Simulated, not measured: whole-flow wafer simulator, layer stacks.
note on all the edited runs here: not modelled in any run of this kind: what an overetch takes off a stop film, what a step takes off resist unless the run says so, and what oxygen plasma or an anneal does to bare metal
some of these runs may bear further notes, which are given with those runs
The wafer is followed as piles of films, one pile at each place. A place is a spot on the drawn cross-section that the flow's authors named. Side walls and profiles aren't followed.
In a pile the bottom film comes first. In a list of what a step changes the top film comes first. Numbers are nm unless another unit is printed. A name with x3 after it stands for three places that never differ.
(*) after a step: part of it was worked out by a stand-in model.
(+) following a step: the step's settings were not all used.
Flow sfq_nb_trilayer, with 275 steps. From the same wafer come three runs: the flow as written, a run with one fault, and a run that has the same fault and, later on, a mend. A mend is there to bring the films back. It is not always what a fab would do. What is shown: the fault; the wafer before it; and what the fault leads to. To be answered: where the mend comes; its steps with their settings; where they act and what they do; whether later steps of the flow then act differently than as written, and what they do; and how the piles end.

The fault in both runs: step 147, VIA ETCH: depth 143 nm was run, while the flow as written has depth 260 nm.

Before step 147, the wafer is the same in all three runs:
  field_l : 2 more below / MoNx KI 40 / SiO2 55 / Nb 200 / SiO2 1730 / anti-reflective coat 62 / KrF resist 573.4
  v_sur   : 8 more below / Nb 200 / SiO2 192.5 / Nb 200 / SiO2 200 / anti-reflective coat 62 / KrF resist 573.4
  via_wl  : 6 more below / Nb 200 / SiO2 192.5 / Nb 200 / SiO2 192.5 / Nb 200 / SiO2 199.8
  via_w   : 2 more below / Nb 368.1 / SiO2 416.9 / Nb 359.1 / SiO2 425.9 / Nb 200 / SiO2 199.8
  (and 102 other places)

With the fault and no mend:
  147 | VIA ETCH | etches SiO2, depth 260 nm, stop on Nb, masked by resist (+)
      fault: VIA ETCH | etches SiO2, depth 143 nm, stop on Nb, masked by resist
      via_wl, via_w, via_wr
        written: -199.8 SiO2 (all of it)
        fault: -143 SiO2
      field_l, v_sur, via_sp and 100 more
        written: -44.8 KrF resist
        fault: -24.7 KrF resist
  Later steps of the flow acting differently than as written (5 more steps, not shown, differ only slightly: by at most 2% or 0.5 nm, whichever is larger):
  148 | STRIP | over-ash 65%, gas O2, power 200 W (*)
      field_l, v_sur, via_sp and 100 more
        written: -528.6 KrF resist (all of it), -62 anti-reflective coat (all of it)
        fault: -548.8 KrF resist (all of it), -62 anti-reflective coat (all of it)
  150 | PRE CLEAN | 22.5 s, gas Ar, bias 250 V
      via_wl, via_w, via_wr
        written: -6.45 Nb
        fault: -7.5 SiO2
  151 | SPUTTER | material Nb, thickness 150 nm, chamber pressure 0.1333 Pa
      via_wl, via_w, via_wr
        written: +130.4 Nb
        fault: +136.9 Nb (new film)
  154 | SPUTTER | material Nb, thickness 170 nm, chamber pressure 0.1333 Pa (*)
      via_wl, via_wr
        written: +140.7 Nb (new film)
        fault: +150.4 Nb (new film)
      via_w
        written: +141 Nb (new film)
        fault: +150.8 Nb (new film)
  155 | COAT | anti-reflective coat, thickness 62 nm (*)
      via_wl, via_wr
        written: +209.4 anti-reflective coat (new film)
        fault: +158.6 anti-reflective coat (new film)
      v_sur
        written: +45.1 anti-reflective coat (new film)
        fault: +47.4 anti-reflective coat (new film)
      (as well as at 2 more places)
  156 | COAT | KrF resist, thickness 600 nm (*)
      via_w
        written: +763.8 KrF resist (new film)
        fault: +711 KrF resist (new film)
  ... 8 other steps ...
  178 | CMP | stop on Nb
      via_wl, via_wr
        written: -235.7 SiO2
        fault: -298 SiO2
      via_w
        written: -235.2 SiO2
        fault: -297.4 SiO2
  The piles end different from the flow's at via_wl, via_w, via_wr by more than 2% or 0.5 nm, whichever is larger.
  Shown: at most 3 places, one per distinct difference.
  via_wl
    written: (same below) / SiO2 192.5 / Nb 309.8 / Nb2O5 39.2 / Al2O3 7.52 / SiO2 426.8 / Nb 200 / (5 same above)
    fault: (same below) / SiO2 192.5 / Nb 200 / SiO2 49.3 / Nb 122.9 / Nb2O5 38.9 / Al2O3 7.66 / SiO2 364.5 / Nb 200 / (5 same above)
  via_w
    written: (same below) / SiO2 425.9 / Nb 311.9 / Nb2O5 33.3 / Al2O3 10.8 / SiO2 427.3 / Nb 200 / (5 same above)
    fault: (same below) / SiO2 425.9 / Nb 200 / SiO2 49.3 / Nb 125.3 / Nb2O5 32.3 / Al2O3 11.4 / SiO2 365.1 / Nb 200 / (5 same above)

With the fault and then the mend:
  The mend follows step 148.
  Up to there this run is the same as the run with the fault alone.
  148a | COAT | anti-reflective coat, thickness 62 nm (*) (the flow's step 140 again)
      p4_fl x3, p4_w1 x9, p4_g1 x2 and 63 more
        +62 anti-reflective coat (new film)
      field_r, lsp_l, ln_m5, lsp_m, ln_m6, lsp_r, l0_sur, l0v
        +61.8 anti-reflective coat (new film)
      ce_r, sp_r, be_r, r_sur, res, r_end, moat
        +61.7 anti-reflective coat (new film)
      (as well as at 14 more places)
  148b | COAT | KrF resist, thickness 650 nm (*) (the flow's step 141 again)
      p4_fl x3, p4_w1 x9, p4_g1 x2 and 63 more
        +650 KrF resist (new film)
      moat, field_r, lsp_l, ln_m5, lsp_m, ln_m6, lsp_r, l0_sur
        +649.5 KrF resist (new film)
      r_sur, res, r_end, l0v
        +649.4 KrF resist (new film)
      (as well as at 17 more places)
  148c | SOFTBAKE | KrF resist (the flow's step 142 again)
      alters no film at any place that is followed
  148d | EXPOSE | photomask I4, dose 11.93 mJ/cm2, NA 0.6, wavelength 248 nm (*) (the flow's step 143 again)
      alters no film at any place that is followed
  148e | PEB | KrF resist, 90 s (the flow's step 144 again)
      jj_sur, ce_l, c5j and 92 more
        -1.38 KrF resist
      v_sur, via_v, wire, be, be_sur, gap
        -1.37 KrF resist
      field_l, via_sp
        -1.36 KrF resist
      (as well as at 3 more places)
  148f | DEVELOP | KrF resist, thickness 650 nm, 60 s (the flow's step 145 again)
      field_l, v_sur, via_sp and 100 more
        -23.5 KrF resist
      via_wl
        -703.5 KrF resist (all of it)
      via_w
        -742.9 KrF resist (all of it)
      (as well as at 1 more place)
  148g | VIA ETCH | etches anti-reflective coat, depth 125 nm, masked by resist (+) (the flow's step 146 again)
      field_l, v_sur, via_sp and 100 more
        -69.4 KrF resist
      via_wl, via_wr
        -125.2 anti-reflective coat (all of it)
      via_w
        -81.2 anti-reflective coat (all of it), -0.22 SiO2
  148h | VIA ETCH | etches SiO2, depth 117 nm, stop on Nb, masked by resist (+) (the flow's step 147 again, with other settings)
      field_l, v_sur, via_sp and 100 more
        -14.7 KrF resist
      via_wl, via_wr
        -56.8 SiO2 (all of it)
      via_w
        -56.6 SiO2 (all of it)
  148i | STRIP | over-ash 65%, gas O2, power 200 W (*) (the flow's step 148 again)
      p4_fl x3, p4_w1 x9, p4_g1 x2 and 63 more
        -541 KrF resist (all of it), -62 anti-reflective coat (all of it)
      field_r, lsp_l, l0_sur, l0v
        -540.4 KrF resist (all of it), -61.8 anti-reflective coat (all of it)
      ln_m5, lsp_m, ln_m6, lsp_r
        -540.5 KrF resist (all of it), -61.8 anti-reflective coat (all of it)
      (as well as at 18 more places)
  Every later step of the flow that is run acts as written, at every place that is followed, to within 2% or 0.5 nm, whichever is larger.
  The piles end the same as the flow's at every place that both follow.
